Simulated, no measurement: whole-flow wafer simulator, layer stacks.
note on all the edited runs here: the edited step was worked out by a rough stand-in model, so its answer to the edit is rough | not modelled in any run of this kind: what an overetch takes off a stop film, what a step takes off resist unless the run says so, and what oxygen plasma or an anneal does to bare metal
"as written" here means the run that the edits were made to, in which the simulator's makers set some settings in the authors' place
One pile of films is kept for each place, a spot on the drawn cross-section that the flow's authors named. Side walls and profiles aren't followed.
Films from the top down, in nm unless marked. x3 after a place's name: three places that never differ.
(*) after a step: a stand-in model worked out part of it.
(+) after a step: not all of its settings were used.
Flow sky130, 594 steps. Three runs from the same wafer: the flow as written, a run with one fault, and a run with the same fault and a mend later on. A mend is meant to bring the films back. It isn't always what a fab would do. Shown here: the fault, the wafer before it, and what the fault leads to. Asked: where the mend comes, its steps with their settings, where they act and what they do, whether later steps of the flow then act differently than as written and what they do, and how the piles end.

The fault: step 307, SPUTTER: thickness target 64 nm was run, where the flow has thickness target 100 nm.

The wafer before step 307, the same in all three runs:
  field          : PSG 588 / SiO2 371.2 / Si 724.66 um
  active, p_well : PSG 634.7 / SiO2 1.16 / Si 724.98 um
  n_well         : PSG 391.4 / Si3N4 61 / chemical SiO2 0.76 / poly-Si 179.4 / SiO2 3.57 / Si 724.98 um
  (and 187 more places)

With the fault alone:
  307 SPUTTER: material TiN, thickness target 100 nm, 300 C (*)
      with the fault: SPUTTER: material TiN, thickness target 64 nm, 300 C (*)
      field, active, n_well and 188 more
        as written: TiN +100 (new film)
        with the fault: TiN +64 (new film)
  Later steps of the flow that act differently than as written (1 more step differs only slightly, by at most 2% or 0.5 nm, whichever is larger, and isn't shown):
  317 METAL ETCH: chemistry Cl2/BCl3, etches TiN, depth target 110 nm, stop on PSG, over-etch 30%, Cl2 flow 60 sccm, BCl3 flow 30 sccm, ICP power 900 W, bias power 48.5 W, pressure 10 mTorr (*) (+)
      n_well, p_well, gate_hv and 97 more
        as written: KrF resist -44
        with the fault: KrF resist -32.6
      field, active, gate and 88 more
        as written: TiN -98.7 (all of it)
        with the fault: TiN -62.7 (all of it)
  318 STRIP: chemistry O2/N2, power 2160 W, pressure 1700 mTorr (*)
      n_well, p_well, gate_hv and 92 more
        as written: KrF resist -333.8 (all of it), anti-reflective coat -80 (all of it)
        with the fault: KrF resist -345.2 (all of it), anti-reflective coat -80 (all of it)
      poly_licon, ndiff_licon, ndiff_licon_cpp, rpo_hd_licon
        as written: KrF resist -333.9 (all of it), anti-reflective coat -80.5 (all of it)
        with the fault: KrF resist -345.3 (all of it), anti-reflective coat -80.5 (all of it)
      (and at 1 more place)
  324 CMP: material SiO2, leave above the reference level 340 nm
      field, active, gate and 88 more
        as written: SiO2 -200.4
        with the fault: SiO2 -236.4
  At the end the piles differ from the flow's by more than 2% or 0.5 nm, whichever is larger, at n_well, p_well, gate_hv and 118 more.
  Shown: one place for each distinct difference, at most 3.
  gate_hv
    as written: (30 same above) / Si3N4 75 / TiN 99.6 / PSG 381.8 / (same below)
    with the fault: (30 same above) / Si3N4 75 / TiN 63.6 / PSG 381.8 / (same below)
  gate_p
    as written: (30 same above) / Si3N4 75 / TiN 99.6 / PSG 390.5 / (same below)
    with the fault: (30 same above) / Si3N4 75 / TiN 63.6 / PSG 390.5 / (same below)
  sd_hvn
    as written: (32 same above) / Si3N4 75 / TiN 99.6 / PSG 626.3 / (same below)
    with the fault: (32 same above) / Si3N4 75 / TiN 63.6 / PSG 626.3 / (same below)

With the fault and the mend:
  The mend comes after step 307.
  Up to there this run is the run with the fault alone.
  307a SPUTTER: material TiN, thickness target 36 nm, 300 C (*) (the flow's step 307 once more, with other settings)
      field, active, n_well and 188 more
        TiN +36
  No later step of the flow acts differently than as written, at any place that is followed, by more than 2% or 0.5 nm, whichever is larger.
  At the end the piles are the same as the flow's at every place that both follow.
